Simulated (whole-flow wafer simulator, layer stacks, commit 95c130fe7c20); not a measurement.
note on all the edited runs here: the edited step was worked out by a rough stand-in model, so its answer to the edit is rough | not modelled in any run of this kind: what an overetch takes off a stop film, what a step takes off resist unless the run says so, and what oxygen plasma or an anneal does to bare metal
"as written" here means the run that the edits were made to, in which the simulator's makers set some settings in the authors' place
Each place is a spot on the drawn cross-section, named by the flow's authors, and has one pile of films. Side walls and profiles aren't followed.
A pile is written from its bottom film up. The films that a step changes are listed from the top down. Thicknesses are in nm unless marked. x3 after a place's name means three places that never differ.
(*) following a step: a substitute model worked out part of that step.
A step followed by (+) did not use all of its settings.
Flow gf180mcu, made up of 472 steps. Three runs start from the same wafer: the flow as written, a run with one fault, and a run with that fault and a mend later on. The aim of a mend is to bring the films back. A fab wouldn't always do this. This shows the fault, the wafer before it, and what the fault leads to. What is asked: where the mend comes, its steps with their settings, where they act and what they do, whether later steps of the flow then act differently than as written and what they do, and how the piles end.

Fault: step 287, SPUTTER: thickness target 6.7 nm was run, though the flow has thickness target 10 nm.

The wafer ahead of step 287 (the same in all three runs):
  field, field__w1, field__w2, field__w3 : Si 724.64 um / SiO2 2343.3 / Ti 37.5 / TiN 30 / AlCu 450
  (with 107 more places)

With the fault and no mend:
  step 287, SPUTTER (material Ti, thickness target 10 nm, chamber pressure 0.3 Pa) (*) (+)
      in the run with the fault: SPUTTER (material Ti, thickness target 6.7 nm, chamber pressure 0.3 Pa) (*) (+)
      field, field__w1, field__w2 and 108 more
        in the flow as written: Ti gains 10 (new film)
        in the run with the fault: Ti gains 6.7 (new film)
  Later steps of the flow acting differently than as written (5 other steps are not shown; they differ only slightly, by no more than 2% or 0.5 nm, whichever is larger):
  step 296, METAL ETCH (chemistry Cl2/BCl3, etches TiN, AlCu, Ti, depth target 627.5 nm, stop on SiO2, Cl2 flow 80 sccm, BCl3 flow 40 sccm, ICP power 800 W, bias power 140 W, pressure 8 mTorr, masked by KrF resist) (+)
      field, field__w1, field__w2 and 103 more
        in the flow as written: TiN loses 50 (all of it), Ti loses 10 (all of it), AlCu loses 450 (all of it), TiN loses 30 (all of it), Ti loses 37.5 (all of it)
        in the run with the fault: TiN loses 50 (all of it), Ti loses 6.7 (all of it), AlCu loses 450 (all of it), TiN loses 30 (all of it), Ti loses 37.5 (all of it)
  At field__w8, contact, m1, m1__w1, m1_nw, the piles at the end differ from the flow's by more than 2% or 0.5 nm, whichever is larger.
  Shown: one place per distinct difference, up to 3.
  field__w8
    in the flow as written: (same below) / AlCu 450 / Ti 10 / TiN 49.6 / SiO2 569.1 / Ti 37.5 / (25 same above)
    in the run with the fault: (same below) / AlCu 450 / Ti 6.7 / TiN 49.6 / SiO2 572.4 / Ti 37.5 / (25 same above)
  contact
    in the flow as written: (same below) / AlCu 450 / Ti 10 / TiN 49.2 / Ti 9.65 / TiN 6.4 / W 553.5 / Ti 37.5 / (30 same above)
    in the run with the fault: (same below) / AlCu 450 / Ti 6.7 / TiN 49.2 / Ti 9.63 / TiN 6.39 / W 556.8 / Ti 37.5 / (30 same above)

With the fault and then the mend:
  After step 287 comes the mend.
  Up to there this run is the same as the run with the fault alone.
  step 287a, SPUTTER (material Ti, thickness target 3.3 nm, chamber pressure 0.3 Pa) (*) (+) (a further turn of the flow's step 287, with different settings)
      field, field__w1, field__w2 and 108 more
        Ti gains 3.3
  Later steps of the flow that are run all act as written at every place that is followed.
  By the end, the piles equal the flow's at every place that both follow.
